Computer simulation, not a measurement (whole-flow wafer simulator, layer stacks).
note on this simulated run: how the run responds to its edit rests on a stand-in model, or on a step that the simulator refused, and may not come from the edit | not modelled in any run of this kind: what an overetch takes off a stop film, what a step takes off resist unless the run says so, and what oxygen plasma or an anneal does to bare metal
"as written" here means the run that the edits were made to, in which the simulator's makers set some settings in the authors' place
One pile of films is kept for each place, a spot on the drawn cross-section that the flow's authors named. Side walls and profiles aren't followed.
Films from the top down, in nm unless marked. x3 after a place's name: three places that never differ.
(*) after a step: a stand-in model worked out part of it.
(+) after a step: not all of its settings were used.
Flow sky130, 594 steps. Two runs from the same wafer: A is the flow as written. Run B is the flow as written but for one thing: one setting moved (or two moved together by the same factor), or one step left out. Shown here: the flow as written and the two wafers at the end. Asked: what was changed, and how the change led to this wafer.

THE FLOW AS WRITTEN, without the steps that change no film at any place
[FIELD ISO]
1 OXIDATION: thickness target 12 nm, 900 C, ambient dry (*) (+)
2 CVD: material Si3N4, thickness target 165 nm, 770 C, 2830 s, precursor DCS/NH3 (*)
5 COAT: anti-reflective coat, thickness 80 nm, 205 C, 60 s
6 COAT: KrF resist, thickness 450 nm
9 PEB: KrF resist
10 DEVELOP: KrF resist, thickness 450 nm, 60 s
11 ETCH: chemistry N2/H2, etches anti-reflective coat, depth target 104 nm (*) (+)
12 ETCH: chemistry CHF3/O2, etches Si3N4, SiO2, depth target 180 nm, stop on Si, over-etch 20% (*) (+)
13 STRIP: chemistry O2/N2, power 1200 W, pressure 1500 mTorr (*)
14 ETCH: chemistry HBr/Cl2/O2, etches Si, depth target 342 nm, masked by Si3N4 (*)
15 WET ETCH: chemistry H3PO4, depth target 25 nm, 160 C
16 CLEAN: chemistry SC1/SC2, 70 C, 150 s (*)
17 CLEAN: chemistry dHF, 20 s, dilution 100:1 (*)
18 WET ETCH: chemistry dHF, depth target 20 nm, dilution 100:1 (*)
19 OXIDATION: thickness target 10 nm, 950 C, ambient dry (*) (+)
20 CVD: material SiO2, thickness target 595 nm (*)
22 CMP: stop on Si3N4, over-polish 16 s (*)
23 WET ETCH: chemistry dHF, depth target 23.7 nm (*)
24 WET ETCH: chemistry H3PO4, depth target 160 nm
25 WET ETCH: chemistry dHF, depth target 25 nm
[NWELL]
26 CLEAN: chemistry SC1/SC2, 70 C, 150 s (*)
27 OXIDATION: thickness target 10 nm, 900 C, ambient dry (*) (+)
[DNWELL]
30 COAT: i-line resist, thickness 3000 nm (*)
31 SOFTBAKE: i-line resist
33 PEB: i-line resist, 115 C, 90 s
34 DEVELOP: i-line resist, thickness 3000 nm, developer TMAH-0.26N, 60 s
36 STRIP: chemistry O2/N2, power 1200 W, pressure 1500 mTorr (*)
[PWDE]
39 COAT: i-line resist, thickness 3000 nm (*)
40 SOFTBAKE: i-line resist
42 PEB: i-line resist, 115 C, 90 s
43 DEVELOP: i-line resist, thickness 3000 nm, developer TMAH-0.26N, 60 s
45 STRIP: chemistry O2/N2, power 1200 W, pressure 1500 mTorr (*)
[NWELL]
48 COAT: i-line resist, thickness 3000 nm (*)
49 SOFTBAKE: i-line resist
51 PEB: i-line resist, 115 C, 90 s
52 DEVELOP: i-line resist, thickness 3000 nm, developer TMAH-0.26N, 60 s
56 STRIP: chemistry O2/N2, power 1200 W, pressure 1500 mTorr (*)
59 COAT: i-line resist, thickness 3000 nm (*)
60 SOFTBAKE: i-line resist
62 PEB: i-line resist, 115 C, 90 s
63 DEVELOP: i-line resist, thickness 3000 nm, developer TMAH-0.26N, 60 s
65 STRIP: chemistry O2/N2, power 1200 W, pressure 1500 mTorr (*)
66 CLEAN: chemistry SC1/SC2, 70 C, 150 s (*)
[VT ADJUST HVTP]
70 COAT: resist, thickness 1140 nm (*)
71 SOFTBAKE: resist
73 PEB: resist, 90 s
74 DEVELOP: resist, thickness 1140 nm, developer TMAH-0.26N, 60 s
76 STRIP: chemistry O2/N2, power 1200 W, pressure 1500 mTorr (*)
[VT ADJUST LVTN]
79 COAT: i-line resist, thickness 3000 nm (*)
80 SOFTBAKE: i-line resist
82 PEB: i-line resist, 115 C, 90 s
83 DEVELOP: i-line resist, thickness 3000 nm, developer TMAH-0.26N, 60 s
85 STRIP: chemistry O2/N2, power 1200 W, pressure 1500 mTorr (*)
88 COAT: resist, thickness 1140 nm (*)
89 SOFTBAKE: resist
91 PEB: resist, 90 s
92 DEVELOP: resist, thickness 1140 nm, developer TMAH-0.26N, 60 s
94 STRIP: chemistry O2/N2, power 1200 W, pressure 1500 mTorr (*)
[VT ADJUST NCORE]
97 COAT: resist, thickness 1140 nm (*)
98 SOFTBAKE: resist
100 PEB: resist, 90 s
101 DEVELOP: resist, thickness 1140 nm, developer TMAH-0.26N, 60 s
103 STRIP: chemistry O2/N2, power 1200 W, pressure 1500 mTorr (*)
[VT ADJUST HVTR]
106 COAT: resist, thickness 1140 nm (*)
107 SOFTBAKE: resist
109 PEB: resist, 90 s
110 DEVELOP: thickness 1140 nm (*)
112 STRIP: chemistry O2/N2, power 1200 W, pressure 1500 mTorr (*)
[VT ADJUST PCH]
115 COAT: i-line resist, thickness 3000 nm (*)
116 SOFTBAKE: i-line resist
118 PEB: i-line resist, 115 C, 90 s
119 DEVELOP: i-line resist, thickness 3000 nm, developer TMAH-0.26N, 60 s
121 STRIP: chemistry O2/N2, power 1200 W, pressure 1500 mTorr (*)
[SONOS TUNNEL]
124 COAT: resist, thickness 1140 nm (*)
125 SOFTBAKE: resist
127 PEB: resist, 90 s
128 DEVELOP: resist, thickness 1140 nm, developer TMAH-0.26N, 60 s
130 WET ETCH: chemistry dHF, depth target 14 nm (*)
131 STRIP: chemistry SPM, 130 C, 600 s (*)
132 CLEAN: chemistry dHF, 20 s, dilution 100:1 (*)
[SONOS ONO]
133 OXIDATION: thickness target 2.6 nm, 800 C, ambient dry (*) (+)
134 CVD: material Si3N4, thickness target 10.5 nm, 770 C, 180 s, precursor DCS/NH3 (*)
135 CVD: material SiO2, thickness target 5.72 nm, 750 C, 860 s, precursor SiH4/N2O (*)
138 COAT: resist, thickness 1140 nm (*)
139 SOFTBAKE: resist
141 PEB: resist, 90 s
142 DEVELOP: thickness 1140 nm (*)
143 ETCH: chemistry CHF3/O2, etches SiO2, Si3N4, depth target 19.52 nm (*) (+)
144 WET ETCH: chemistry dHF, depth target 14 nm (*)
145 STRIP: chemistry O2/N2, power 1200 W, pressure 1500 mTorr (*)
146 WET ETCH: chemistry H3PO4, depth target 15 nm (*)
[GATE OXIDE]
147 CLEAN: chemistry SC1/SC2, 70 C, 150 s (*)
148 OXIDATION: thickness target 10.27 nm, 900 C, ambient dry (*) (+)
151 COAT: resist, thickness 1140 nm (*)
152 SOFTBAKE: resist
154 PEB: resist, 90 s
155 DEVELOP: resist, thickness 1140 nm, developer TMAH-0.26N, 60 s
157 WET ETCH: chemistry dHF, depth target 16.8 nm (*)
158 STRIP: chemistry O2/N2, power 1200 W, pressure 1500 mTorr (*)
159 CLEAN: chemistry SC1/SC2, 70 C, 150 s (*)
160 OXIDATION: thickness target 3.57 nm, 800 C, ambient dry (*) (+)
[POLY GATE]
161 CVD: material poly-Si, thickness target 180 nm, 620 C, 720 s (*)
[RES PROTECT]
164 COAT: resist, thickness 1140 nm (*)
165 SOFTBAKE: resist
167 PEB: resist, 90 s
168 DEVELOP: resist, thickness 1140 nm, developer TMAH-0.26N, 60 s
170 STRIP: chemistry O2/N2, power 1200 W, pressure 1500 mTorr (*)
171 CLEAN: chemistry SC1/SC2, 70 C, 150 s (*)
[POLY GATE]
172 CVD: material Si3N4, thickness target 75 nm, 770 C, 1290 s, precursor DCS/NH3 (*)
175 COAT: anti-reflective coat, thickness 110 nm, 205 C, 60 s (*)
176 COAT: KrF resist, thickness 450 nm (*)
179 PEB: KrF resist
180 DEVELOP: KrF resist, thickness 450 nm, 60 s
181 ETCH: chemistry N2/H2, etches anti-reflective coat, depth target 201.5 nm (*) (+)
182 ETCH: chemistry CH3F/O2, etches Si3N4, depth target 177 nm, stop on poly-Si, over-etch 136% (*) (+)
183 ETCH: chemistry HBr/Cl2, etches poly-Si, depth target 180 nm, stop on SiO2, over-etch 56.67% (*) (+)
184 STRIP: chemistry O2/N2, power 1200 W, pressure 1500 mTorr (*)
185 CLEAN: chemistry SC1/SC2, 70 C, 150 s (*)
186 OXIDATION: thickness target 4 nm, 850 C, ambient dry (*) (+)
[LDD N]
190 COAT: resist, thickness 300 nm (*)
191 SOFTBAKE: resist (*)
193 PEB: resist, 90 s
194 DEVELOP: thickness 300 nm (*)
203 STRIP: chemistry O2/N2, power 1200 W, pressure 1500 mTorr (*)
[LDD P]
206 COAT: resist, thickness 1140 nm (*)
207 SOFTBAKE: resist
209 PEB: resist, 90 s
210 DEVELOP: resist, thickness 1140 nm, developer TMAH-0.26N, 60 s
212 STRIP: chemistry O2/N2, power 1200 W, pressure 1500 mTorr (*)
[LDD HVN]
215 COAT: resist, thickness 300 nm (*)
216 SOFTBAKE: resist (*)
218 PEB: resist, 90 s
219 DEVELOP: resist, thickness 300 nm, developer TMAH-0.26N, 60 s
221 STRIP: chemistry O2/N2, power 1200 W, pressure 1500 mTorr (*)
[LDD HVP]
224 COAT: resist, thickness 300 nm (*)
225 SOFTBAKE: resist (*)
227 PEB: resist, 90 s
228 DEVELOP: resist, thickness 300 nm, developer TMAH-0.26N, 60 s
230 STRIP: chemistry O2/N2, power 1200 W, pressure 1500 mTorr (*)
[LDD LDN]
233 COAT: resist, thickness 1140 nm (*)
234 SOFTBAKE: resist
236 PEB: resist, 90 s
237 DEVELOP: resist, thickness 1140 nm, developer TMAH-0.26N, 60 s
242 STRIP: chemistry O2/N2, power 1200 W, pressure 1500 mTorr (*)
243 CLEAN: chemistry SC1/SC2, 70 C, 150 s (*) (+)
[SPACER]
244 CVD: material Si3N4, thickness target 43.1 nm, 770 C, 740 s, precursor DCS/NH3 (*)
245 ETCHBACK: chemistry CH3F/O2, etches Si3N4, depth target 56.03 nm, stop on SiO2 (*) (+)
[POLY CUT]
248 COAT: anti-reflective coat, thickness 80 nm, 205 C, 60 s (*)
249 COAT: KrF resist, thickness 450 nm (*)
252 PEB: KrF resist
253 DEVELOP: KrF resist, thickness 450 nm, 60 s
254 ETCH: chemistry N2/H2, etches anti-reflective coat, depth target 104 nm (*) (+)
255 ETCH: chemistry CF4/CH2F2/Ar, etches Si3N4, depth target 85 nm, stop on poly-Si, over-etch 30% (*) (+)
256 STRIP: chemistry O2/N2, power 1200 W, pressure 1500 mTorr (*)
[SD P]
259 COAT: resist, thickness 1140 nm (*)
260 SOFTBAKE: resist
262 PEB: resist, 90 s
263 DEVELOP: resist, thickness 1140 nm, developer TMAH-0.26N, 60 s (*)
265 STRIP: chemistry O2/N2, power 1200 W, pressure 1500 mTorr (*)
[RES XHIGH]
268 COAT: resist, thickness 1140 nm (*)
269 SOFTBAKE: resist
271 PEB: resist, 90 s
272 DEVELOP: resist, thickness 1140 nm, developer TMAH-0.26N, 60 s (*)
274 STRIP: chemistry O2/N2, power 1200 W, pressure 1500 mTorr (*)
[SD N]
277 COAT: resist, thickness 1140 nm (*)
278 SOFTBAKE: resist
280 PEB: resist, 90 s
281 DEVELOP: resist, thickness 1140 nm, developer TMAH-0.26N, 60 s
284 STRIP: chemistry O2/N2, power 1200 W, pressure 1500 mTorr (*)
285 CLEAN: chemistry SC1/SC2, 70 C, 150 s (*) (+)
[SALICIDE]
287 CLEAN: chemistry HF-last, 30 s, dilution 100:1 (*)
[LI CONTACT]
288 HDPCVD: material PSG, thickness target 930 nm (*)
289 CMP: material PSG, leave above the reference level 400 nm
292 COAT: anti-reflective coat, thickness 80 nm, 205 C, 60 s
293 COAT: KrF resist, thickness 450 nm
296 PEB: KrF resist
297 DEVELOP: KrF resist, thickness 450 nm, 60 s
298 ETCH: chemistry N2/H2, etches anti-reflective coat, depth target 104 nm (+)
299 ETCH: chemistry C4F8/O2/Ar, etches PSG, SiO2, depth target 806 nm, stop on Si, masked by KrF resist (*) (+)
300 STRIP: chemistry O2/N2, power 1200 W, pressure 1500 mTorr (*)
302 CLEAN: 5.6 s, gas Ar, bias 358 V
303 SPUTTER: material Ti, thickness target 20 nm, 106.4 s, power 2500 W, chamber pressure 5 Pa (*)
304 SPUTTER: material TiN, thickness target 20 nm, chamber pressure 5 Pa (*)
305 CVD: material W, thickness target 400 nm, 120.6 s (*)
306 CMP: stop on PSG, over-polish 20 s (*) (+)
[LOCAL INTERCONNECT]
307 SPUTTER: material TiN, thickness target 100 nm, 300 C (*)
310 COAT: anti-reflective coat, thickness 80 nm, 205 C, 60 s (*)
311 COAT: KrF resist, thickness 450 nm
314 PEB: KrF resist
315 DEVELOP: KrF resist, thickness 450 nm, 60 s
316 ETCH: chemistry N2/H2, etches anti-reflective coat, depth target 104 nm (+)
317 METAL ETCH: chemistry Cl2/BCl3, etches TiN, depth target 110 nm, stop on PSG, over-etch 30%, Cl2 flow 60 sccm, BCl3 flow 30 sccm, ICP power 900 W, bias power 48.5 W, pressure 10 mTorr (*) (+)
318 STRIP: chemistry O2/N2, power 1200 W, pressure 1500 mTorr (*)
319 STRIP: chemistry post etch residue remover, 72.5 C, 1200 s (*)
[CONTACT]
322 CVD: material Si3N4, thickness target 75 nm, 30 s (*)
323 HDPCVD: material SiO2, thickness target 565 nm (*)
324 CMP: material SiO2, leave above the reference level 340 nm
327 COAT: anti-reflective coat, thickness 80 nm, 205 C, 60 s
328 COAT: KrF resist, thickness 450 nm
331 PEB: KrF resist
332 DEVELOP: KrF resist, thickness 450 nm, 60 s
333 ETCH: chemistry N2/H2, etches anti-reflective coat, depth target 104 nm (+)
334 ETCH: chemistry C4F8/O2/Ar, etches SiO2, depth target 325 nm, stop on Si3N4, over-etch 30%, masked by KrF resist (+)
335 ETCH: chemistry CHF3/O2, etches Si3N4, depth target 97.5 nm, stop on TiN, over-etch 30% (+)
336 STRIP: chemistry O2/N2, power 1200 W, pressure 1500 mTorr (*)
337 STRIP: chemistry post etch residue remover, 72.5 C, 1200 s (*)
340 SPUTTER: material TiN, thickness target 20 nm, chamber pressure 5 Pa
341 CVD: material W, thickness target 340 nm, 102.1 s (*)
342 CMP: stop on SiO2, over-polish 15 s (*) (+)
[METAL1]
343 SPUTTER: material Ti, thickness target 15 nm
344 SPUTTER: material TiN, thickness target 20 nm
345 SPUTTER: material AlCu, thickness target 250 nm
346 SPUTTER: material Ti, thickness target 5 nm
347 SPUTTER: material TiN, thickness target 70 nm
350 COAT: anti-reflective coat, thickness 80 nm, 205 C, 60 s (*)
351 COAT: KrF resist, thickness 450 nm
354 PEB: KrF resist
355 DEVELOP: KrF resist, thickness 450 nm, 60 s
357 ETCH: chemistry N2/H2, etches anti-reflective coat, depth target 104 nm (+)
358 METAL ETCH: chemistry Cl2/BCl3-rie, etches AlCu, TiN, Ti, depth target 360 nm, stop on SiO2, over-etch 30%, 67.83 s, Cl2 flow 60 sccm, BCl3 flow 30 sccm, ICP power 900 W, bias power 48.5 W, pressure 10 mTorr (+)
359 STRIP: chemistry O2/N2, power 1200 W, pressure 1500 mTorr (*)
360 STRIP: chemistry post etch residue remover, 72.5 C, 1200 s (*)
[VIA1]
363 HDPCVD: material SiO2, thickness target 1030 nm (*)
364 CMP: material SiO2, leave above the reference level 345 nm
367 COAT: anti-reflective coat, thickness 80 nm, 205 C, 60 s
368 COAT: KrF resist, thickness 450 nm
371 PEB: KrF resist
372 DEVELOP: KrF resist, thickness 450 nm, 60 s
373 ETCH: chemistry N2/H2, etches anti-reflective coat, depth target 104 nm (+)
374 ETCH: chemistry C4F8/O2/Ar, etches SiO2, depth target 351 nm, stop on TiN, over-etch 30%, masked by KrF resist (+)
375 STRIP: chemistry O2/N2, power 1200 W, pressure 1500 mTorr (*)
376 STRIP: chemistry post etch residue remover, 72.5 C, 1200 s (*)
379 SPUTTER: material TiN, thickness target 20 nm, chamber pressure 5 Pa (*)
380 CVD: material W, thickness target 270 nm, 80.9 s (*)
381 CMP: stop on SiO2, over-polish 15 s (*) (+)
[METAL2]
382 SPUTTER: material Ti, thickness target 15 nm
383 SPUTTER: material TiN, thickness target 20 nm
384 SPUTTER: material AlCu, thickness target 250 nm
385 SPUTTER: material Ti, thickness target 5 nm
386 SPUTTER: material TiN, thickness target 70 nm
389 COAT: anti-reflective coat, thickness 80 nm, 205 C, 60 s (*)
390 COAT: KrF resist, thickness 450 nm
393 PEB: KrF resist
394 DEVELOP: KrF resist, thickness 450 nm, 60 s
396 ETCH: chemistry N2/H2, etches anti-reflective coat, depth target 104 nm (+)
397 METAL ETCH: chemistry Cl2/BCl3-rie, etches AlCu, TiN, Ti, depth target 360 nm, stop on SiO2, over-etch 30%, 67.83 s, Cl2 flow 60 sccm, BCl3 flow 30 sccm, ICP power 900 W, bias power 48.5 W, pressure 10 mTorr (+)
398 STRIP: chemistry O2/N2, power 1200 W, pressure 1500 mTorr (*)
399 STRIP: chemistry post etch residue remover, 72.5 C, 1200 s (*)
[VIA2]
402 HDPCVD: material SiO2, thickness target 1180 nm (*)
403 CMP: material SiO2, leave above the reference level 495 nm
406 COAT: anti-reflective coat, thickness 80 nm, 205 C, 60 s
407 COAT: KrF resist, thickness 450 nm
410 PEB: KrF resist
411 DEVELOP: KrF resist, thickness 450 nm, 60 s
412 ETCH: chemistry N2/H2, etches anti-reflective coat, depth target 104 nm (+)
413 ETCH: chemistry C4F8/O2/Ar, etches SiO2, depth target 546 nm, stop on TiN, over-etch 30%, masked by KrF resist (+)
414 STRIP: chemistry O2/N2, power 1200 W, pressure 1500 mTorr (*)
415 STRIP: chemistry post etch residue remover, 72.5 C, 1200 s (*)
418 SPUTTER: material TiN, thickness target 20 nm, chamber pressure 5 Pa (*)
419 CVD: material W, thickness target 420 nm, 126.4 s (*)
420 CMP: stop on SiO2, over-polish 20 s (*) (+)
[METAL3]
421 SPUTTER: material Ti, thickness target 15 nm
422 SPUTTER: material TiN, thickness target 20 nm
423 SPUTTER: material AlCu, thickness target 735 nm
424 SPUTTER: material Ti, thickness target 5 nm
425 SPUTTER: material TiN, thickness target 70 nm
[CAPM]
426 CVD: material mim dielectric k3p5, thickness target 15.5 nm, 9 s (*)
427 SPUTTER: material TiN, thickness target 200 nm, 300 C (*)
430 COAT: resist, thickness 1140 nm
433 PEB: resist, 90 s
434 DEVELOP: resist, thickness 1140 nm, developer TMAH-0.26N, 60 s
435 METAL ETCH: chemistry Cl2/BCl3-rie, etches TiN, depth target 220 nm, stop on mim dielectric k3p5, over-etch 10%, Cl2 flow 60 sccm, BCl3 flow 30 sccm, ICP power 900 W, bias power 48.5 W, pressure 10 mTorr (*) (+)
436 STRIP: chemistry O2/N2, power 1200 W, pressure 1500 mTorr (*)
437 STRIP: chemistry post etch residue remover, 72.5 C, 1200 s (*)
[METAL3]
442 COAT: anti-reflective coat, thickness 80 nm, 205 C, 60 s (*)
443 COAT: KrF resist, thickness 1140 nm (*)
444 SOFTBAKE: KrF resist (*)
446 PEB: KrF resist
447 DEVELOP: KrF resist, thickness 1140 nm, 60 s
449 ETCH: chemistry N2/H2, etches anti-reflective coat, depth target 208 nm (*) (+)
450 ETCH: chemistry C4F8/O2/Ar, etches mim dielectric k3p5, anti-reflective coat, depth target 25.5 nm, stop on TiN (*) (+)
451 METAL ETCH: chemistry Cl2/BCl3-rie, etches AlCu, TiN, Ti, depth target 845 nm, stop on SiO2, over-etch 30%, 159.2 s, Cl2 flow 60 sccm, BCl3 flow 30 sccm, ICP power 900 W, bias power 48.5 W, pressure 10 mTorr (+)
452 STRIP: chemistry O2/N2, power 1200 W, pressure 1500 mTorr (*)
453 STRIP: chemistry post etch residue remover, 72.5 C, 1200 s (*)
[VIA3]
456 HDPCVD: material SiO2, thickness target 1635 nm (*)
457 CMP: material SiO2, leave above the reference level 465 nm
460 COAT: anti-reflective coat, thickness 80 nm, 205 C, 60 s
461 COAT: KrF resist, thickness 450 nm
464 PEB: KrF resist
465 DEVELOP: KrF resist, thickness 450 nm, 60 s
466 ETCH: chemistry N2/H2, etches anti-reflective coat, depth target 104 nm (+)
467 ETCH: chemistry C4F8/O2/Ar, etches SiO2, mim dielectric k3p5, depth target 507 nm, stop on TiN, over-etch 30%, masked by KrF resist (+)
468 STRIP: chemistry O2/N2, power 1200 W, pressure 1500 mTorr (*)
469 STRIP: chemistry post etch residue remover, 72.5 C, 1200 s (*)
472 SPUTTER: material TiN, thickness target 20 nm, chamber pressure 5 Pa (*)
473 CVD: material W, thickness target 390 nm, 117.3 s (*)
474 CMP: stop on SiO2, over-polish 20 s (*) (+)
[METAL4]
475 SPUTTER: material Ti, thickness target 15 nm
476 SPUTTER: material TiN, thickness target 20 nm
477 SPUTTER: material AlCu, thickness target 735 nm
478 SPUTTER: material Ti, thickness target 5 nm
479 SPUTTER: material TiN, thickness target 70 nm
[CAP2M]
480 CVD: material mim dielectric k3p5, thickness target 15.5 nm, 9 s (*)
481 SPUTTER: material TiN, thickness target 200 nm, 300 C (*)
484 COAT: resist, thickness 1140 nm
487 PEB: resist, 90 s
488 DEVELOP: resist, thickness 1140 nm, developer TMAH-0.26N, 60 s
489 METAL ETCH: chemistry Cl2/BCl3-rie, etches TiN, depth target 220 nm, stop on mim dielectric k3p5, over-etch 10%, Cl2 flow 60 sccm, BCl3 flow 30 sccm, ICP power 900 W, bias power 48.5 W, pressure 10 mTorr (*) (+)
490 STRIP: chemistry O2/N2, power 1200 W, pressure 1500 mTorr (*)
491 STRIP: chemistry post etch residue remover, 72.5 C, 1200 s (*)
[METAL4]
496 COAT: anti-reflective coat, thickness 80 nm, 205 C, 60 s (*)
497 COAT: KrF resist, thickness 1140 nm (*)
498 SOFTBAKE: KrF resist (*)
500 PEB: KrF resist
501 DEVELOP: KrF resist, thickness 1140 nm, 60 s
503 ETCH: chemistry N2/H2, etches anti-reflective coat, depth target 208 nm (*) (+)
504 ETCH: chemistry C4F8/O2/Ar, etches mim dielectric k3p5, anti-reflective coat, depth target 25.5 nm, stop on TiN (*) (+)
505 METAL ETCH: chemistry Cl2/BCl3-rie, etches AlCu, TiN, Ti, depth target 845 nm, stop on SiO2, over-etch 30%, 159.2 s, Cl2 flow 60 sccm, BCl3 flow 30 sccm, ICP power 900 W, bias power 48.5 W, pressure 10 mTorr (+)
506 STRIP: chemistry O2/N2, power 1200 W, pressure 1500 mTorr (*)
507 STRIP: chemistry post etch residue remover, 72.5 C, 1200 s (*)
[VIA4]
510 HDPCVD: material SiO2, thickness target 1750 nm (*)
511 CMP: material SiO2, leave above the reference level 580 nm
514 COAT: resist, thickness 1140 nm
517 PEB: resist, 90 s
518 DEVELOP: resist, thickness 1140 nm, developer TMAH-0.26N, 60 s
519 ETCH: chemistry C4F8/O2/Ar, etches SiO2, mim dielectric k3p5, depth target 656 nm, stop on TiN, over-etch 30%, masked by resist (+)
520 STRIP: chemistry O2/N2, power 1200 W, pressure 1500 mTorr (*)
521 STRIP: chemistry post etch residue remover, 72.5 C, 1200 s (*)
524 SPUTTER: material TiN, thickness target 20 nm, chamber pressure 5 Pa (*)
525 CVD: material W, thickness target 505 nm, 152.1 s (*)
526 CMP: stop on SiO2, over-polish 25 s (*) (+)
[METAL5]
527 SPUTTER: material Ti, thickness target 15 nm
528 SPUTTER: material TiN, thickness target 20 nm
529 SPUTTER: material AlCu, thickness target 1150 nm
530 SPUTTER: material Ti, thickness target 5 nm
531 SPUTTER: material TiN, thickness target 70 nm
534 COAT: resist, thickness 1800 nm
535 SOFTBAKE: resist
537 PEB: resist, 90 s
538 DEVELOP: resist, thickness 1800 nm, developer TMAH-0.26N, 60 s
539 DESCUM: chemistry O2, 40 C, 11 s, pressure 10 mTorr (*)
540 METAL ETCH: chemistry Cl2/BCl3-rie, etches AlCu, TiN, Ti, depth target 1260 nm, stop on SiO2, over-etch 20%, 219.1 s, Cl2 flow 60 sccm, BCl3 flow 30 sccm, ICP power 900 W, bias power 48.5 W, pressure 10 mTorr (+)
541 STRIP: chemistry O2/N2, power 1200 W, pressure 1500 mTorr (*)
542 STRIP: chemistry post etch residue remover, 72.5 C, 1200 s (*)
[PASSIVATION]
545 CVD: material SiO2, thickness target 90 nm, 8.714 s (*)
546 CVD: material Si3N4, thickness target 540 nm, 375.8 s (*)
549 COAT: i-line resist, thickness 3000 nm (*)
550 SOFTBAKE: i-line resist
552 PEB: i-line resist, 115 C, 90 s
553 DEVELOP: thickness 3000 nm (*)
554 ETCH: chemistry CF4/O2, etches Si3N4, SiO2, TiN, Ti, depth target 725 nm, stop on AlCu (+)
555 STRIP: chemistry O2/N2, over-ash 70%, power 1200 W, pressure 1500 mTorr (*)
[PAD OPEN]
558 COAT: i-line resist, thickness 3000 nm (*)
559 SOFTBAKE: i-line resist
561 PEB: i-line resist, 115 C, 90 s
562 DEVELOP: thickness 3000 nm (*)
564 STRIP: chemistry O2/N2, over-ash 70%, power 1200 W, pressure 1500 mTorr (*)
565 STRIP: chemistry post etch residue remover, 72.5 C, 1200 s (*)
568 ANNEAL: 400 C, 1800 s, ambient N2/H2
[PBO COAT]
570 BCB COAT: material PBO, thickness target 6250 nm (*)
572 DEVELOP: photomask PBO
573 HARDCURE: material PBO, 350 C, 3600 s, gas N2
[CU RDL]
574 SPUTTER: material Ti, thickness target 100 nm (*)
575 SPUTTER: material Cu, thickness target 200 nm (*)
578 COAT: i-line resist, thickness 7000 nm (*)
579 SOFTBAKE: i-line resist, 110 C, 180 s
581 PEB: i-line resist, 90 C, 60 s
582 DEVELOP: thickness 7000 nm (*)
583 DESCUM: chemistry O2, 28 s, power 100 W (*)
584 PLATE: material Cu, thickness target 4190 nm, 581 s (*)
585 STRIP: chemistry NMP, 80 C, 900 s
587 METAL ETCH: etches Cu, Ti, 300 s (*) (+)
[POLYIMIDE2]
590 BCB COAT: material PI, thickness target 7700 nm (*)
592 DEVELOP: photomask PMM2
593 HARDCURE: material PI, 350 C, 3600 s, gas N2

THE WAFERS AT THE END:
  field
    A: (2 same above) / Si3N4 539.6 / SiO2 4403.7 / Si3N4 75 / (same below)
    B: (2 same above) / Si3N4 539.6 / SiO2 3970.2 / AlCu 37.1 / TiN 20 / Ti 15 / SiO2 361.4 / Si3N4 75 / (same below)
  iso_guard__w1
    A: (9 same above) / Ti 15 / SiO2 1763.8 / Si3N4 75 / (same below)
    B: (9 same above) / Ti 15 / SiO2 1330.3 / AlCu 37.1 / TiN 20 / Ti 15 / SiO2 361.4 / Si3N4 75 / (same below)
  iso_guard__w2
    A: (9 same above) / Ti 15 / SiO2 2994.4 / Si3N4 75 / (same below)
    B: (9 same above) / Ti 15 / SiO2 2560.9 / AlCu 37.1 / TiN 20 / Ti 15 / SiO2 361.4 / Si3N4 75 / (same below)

The cause: step 358, METAL ETCH: depth target 216 nm was run, where the flow has depth target 360 nm.

How the change led to this, step by step:
  358 METAL ETCH: chemistry Cl2/BCl3-rie, etches AlCu, TiN, Ti, depth target 360 nm, stop on SiO2, over-etch 30%, 67.83 s, Cl2 flow 60 sccm, BCl3 flow 30 sccm, ICP power 900 W, bias power 48.5 W, pressure 10 mTorr (+)
      field, active, gate and 81 more: A TiN -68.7 (all of it), Ti -5 (all of it), AlCu -250 (all of it), TiN -20 (all of it), Ti -15 (all of it), SiO2 -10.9 | B TiN -68.7 (all of it), Ti -5 (all of it), AlCu -207.1
      n_well, p_well, gate_hv and 104 more: A KrF resist -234 | B KrF resist -140.4
  359 STRIP: chemistry O2/N2, power 1200 W, pressure 1500 mTorr (*)
      n_well, p_well, gate_hv and 100 more: A KrF resist -141.4 (all of it), anti-reflective coat -80 (all of it) | B KrF resist -235 (all of it), anti-reflective coat -80 (all of it)
      poly_licon, rpo_hd_licon: A KrF resist -141.5 (all of it), anti-reflective coat -80.4 (all of it) | B KrF resist -235.1 (all of it), anti-reflective coat -80.4 (all of it)
      (and at 2 more places)
  360 STRIP: chemistry post etch residue remover, 72.5 C, 1200 s (*)
      field, active, gate and 81 more: A nothing | B AlCu -5.72
  363 HDPCVD: material SiO2, thickness target 1030 nm (*)
      field, active, gate and 81 more: A SiO2 +1030 | B SiO2 +1030 (new film)
  364 CMP: material SiO2, leave above the reference level 345 nm
      field, active, gate and 81 more: A SiO2 -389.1 | B SiO2 -472.1
Counting metal films that touch as one body, field has 1 body; the flow as written gives 0 bodies.
Counting metal films that touch as one body, iso_guard__w1 has 2 bodies (between them, from the top down: SiO2 1330.3); the flow as written gives 1 body.
Counting metal films that touch as one body, iso_guard__w2 has 2 bodies (between them, from the top down: SiO2 2560.9); the flow as written gives 1 body.
